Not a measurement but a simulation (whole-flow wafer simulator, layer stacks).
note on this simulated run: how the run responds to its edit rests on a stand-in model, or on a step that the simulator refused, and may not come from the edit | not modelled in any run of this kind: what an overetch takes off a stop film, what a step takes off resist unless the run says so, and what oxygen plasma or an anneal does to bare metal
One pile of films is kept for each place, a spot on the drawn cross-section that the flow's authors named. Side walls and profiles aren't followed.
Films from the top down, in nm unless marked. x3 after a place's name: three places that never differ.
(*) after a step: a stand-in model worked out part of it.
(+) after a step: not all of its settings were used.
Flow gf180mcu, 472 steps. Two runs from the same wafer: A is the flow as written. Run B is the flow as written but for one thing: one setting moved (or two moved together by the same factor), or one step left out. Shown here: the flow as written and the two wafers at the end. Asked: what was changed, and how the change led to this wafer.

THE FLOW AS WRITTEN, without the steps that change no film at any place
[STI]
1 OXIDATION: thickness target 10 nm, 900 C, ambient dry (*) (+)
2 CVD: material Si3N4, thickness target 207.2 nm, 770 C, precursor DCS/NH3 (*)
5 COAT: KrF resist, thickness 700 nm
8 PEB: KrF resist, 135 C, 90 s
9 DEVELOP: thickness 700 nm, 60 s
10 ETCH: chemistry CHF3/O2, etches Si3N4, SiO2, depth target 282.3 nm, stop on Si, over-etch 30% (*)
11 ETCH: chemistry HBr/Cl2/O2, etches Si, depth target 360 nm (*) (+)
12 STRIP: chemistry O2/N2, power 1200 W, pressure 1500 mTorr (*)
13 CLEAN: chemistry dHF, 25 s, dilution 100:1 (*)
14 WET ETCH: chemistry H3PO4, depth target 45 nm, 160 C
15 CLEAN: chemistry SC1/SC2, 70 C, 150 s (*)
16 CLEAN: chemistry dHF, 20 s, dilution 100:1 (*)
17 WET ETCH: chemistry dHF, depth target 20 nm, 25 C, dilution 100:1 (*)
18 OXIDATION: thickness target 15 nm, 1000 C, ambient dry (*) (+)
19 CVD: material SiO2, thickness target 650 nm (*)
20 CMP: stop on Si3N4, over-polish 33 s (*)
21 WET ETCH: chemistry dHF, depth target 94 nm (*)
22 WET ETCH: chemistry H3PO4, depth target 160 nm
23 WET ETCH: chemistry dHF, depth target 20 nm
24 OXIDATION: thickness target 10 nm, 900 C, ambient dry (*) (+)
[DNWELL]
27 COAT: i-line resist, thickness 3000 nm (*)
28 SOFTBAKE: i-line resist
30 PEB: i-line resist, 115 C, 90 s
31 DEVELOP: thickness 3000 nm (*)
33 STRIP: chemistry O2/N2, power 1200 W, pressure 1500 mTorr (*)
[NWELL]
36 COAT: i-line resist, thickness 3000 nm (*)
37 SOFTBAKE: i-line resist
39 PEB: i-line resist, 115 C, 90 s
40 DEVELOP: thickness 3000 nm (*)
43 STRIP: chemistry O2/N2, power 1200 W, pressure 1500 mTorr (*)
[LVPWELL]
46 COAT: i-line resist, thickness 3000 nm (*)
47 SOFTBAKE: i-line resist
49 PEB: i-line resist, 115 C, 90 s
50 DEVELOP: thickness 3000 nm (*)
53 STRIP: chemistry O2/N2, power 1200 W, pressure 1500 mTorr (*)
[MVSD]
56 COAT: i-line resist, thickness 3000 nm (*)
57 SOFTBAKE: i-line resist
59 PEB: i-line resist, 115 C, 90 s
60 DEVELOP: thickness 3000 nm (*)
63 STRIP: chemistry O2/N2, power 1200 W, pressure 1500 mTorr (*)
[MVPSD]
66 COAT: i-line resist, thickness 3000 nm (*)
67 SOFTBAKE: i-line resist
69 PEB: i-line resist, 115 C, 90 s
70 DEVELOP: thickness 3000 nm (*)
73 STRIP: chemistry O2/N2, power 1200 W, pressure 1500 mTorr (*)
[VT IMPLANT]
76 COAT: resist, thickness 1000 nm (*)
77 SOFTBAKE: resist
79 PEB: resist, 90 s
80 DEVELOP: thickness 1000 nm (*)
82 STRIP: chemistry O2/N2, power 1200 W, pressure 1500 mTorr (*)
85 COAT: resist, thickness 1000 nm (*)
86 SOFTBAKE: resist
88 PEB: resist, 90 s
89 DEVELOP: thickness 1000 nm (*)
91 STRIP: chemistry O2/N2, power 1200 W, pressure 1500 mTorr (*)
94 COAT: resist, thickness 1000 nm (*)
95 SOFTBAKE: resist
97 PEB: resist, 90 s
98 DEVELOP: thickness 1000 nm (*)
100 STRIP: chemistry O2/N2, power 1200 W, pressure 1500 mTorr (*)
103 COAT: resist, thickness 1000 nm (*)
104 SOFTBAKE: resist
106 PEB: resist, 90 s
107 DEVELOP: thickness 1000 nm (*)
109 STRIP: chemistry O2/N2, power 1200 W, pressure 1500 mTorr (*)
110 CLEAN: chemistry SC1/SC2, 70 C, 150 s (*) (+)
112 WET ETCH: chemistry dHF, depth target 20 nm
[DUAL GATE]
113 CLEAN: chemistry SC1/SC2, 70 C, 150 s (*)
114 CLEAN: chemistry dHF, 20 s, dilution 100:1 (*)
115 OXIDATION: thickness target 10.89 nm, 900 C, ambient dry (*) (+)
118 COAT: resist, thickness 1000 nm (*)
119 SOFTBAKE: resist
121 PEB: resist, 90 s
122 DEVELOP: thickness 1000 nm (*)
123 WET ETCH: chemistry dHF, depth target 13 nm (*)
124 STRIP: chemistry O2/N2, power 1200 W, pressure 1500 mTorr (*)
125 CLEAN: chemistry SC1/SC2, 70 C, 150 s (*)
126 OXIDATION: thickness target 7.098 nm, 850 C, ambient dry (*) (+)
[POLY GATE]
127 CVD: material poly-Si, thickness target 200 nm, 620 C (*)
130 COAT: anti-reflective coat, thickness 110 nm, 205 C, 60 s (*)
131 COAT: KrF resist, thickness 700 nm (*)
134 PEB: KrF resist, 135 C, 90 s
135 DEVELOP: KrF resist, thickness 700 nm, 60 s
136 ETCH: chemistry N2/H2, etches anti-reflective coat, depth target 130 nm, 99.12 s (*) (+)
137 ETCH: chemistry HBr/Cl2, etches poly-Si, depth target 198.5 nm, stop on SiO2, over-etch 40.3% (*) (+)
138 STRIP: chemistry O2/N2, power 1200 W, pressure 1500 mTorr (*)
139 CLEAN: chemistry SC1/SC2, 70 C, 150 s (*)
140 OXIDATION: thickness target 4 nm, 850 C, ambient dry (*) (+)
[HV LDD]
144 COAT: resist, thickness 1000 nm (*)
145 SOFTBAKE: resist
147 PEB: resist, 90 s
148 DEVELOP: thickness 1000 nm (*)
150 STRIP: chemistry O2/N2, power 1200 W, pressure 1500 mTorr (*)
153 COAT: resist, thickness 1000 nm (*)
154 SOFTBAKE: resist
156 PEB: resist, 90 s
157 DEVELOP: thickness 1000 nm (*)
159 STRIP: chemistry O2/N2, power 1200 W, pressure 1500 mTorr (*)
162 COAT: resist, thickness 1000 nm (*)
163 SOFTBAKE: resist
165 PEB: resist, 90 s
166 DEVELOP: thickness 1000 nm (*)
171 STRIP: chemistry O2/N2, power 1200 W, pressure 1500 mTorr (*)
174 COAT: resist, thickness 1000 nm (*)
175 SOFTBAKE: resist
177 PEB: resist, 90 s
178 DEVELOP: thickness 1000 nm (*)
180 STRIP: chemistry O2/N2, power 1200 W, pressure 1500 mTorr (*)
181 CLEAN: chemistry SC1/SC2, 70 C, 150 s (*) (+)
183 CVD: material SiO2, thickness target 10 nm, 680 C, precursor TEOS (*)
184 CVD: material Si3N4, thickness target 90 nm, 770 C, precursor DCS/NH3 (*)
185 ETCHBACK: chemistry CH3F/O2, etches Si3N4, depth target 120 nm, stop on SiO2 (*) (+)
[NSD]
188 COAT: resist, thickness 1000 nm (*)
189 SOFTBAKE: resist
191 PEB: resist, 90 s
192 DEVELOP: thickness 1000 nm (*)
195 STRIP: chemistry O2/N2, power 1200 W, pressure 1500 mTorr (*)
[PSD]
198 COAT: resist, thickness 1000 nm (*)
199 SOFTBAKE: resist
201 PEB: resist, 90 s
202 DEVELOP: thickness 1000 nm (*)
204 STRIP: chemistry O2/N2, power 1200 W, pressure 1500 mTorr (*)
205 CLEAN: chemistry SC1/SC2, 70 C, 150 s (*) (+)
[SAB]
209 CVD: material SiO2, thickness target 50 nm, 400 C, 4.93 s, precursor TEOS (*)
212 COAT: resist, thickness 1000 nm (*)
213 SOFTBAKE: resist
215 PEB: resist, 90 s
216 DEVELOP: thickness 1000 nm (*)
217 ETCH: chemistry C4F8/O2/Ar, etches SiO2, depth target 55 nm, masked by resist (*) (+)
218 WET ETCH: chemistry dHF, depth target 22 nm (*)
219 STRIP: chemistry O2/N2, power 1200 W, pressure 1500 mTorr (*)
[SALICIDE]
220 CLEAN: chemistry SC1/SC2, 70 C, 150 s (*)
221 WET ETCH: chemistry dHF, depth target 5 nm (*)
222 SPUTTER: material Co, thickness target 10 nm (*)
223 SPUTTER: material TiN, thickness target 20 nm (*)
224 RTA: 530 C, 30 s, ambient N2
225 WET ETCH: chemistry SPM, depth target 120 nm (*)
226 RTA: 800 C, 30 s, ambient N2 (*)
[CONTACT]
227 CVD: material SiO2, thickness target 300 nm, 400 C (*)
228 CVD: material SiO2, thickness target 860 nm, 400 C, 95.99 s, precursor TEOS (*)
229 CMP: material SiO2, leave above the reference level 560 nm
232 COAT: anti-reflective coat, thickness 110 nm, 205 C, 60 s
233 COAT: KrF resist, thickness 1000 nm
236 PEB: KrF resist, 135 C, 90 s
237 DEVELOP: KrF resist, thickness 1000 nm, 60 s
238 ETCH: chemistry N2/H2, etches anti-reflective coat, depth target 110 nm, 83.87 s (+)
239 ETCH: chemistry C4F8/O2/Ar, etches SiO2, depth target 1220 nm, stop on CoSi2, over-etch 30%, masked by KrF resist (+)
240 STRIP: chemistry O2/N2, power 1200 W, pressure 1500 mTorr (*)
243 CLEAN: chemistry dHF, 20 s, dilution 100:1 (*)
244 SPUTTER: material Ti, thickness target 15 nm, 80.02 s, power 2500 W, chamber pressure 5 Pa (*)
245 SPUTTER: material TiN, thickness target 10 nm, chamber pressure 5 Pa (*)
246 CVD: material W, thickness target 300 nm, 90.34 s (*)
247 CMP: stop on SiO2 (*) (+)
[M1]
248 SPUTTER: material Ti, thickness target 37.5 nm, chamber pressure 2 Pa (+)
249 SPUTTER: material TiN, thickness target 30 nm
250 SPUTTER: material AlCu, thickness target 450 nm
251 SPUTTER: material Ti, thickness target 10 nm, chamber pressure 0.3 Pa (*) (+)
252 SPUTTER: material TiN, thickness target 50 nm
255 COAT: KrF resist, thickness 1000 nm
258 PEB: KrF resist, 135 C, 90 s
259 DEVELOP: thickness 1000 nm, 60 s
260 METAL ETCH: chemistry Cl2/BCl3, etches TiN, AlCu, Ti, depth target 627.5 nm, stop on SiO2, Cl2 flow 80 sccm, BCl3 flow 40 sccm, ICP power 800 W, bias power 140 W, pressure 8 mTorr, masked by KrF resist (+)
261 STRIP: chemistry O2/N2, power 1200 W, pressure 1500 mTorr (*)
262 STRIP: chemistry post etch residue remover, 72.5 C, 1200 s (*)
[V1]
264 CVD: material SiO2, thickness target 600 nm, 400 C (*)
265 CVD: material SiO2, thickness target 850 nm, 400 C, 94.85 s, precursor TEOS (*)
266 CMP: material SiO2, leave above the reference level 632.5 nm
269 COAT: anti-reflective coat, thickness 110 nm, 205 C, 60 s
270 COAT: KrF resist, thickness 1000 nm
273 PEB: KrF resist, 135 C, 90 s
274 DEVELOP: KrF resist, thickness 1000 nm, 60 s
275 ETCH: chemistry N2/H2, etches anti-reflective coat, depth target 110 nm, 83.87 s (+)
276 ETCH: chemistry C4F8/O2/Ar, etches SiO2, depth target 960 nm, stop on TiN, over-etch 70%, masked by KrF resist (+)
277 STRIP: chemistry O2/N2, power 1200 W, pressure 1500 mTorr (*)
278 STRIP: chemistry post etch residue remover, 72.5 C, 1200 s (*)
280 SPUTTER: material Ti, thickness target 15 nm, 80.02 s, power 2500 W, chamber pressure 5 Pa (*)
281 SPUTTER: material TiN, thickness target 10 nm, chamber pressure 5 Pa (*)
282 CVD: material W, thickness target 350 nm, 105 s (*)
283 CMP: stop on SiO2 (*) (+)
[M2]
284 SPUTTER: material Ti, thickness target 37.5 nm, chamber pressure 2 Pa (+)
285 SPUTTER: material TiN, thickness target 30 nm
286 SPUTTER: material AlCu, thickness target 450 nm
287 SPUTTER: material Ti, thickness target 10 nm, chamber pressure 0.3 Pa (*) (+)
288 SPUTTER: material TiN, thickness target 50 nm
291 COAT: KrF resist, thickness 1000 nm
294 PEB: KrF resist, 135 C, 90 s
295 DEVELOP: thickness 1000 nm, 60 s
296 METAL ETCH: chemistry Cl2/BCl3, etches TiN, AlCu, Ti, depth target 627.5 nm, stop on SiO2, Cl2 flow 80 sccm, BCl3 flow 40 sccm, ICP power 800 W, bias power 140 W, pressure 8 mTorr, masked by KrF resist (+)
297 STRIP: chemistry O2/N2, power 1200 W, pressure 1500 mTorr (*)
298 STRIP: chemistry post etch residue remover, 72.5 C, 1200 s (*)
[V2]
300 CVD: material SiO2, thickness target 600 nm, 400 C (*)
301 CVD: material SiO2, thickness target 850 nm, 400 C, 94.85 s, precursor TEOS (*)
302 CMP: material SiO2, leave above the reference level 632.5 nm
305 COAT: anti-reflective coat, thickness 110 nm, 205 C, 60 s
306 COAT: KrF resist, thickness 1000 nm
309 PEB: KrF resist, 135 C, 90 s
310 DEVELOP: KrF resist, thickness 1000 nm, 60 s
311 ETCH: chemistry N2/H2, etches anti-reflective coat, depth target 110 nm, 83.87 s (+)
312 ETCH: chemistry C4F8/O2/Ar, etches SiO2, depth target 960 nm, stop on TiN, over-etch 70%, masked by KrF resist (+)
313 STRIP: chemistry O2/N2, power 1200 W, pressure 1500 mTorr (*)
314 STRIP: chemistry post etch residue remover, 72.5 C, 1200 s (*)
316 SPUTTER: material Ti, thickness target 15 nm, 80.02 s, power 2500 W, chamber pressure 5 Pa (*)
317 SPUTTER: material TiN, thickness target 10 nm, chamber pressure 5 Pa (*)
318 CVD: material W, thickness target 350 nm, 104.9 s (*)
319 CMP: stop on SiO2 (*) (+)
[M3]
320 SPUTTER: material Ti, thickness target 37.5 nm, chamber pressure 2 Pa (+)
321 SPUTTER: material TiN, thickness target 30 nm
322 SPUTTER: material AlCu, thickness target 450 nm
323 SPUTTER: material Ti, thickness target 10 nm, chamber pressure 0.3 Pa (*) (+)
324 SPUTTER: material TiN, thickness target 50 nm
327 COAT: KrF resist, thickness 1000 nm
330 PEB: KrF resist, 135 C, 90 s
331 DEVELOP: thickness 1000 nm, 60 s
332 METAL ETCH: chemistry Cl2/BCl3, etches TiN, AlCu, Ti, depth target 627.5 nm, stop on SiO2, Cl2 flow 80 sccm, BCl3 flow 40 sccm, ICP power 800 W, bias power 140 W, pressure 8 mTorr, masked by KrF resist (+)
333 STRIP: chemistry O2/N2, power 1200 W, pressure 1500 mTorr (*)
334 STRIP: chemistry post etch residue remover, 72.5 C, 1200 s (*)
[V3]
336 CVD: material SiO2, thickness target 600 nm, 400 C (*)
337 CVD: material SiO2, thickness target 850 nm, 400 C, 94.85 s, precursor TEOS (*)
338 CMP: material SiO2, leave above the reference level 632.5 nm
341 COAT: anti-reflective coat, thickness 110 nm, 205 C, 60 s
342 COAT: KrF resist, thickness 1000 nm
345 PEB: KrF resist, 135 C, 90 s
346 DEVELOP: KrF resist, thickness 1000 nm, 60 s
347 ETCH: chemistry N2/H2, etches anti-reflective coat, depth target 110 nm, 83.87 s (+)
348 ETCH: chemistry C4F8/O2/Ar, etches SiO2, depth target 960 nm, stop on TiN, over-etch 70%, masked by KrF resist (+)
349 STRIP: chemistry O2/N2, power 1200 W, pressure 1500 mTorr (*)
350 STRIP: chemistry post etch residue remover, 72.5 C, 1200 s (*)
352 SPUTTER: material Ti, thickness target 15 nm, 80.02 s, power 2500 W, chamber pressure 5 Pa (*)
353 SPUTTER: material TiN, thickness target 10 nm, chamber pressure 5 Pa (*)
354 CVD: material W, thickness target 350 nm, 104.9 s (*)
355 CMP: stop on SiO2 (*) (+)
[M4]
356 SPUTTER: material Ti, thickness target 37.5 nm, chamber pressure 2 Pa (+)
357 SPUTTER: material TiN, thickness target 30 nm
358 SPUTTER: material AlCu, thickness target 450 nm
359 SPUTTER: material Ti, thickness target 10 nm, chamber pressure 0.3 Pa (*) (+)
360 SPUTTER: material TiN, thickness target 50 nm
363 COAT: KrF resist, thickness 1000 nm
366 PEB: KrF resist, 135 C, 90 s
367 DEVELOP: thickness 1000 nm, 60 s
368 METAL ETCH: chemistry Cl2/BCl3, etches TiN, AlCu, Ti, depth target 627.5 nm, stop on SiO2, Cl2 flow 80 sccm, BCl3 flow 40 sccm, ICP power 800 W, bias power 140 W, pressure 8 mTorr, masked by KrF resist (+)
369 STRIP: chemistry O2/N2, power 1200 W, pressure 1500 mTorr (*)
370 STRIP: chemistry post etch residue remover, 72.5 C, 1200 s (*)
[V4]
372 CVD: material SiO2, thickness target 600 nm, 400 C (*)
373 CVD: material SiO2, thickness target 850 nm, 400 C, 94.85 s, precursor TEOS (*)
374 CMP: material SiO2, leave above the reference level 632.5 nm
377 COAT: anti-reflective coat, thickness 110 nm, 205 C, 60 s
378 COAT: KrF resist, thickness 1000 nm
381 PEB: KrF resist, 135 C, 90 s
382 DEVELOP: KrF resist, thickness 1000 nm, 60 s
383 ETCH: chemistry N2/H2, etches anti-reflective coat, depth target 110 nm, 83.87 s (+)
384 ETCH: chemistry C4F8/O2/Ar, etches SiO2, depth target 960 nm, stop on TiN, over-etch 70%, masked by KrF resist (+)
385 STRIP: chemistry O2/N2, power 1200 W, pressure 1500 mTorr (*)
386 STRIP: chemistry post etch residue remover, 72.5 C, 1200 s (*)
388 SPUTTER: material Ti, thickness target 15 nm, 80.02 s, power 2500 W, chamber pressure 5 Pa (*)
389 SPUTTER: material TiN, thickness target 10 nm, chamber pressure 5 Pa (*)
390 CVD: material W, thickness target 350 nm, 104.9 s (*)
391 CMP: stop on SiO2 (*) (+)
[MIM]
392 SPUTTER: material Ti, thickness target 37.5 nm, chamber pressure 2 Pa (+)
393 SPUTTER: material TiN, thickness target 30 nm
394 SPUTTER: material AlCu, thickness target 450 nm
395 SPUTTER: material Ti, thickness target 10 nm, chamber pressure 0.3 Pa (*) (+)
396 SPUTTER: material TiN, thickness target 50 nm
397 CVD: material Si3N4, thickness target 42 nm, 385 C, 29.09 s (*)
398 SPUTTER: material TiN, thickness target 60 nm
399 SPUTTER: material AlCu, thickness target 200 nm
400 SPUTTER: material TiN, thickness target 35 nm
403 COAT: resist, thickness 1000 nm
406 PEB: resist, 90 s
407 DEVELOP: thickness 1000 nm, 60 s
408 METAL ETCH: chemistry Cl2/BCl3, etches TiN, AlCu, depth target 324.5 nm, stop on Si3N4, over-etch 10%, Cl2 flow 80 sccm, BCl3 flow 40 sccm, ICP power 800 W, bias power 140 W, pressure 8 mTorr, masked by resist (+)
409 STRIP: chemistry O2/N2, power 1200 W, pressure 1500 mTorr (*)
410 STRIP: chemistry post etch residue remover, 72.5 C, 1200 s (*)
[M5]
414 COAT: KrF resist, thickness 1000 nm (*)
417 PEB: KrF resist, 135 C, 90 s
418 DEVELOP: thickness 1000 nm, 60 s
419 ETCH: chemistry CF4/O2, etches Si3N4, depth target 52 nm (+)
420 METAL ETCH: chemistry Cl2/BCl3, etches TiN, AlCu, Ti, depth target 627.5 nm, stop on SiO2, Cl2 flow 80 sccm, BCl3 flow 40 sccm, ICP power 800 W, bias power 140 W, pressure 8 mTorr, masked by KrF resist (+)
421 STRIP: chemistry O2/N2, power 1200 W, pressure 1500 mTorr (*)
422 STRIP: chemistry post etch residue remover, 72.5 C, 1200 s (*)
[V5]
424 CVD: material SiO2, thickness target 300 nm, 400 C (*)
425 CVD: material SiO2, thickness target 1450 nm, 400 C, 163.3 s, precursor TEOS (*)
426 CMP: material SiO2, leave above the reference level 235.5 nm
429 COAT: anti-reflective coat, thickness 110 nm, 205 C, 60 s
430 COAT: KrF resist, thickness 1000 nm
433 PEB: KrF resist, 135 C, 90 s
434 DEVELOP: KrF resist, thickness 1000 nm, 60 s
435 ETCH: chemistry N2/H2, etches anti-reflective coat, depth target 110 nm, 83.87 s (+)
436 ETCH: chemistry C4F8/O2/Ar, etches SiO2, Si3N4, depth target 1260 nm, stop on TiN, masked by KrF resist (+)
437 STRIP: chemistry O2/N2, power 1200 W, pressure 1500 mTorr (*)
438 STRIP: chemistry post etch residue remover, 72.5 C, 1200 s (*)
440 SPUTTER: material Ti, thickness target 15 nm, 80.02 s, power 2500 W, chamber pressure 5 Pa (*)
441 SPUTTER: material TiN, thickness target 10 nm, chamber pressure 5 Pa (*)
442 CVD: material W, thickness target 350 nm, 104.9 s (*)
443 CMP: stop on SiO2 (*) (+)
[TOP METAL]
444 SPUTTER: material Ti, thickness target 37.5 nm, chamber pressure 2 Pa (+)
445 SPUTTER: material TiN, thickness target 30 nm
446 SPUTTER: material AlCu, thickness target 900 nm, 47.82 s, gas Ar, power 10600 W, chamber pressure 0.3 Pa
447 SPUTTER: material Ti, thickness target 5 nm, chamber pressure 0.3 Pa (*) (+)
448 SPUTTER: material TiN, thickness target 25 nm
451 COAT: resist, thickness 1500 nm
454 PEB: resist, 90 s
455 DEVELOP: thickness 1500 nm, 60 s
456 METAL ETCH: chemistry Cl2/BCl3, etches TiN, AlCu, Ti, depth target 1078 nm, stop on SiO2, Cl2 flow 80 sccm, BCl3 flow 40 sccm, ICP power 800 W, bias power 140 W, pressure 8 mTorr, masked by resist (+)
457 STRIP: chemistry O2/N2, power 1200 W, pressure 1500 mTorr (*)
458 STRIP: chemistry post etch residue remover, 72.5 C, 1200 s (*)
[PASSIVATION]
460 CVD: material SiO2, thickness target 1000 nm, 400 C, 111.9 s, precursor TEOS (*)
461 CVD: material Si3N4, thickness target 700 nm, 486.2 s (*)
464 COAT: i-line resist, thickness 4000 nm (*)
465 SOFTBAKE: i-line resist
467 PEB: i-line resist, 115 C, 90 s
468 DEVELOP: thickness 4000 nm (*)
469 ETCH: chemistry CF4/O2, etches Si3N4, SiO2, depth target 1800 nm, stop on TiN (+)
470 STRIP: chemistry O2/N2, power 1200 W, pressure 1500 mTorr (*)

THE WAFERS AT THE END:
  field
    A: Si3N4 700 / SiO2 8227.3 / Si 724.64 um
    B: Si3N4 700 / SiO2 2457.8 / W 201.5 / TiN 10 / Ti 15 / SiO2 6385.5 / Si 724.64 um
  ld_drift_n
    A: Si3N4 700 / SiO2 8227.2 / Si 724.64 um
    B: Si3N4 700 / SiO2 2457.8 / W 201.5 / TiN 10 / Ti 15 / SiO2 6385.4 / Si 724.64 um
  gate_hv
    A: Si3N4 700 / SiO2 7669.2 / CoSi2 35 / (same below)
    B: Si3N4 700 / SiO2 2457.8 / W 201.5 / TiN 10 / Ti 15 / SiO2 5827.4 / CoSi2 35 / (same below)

The cause: step 338, CMP: material SiO2, leave above the reference level 632.5 nm, was left out.

How the change led to this, step by step:
  341 COAT: anti-reflective coat, thickness 110 nm, 205 C, 60 s
      field__w3, p_well, sti, spacer, sd_n, mim_1p0, pad, dice_street: A anti-reflective coat +110 (new film) | B anti-reflective coat +113.7 (new film)
      field__w6, ld_sd_n: A anti-reflective coat +110 (new film) | B anti-reflective coat +116.8 (new film)
      (and at 36 more places)
  342 COAT: KrF resist, thickness 1000 nm
      field: A KrF resist +1000 (new film) | B KrF resist +855.8 (new film)
      field__w5: A KrF resist +1000 (new film) | B KrF resist +1035.8 (new film)
      (and at 26 more places)
  345 PEB: KrF resist, 135 C, 90 s
      polyc_n, polyc_n_rim: A KrF resist -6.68 | B KrF resist -11.3
      field: A KrF resist -6.68 | B KrF resist -5.01
      (and at 16 more places)
  346 DEVELOP: KrF resist, thickness 1000 nm, 60 s
      contact: A KrF resist -993.3 (all of it) | B KrF resist -682.8 (all of it)
  347 ETCH: chemistry N2/H2, etches anti-reflective coat, depth target 110 nm, 83.87 s (+)
      contact: A anti-reflective coat -110 (all of it), SiO2 -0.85 | B anti-reflective coat -17.3 (all of it), SiO2 -3.22
  348 ETCH: chemistry C4F8/O2/Ar, etches SiO2, depth target 960 nm, stop on TiN, over-etch 70%, masked by KrF resist (+)
      contact: A SiO2 -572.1 (all of it) | B SiO2 -960
  349 STRIP: chemistry O2/N2, power 1200 W, pressure 1500 mTorr (*)
      p_well, sti, spacer, sd_n, mim_1p0, pad, dice_street: A KrF resist -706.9 (all of it), anti-reflective coat -110 (all of it) | B KrF resist -707.6 (all of it), anti-reflective coat -113.7 (all of it)
      field: A KrF resist -706.9 (all of it), anti-reflective coat -110 (all of it) | B KrF resist -564.4 (all of it), anti-reflective coat -428.4 (all of it)
      (and at 40 more places)
  352 SPUTTER: material Ti, thickness target 15 nm, 80.02 s, power 2500 W, chamber pressure 5 Pa (*)
      contact: A Ti +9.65 (new film) | B Ti +10.8 (new film)
  353 SPUTTER: material TiN, thickness target 10 nm, chamber pressure 5 Pa (*)
      contact: A TiN +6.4 (new film) | B TiN +7.18 (new film)
  354 CVD: material W, thickness target 350 nm, 104.9 s (*)
      contact: A W +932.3 (new film) | B W +743.2 (new film)
  355 CMP: stop on SiO2 (*) (+)
      field__w8, m1, m1__w1, m1_nw: A W -350 (all of it), TiN -10 (all of it), Ti -15 (all of it), SiO2 -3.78 | B W -350 (all of it), TiN -10 (all of it), Ti -15 (all of it), SiO2 -23.6
  359 SPUTTER: material Ti, thickness target 10 nm, chamber pressure 0.3 Pa (*) (+)
      field__w5: A Ti +10 (new film) | B Ti +9.2 (new film)
  363 COAT: KrF resist, thickness 1000 nm
      field: A KrF resist +1000 (new film) | B KrF resist +1163.8 (new film)
      field__w8: A KrF resist +1000 (new film) | B KrF resist +604.2 (new film)
      (and at 11 more places)
  366 PEB: KrF resist, 135 C, 90 s
      field: A KrF resist -6.68 | B KrF resist -8.56
      field__w8: A KrF resist -6.68 | B KrF resist -2.97
      (and at 9 more places)
  367 DEVELOP: thickness 1000 nm, 60 s
      field: A KrF resist -993.3 (all of it) | B KrF resist -1155.2 (all of it)
      n_well: A KrF resist -993.3 (all of it) | B KrF resist -1117.7 (all of it)
      (and at 6 more places)
  368 METAL ETCH: chemistry Cl2/BCl3, etches TiN, AlCu, Ti, depth target 627.5 nm, stop on SiO2, Cl2 flow 80 sccm, BCl3 flow 40 sccm, ICP power 800 W, bias power 140 W, pressure 8 mTorr, masked by KrF resist (+)
      field__w5: A TiN -50 (all of it), Ti -10 (all of it), AlCu -450 (all of it), TiN -30 (all of it), Ti -37.5 (all of it) | B TiN -49.3 (all of it), Ti -9.2 (all of it), AlCu -445.1 (all of it), TiN -29.6 (all of it), Ti -37.5 (all of it)
  ... 15 more steps ...
  426 CMP: material SiO2, leave above the reference level 235.5 nm
      field, field__w1, field__w5 and 92 more: A SiO2 -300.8 | B SiO2 -288.4
      field__w2, field__w3, field__w12 and 6 more: A SiO2 -272.7 | B SiO2 -259.7
Counting metal films that touch as one body, field has 1 body; the flow as written gives 0 bodies.
Counting metal films that touch as one body, ld_drift_n has 1 body; the flow as written gives 0 bodies.
Counting metal films that touch as one body, gate_hv has 2 bodies (between them, from the top down: SiO2 5827.4); the flow as written gives 1 body.
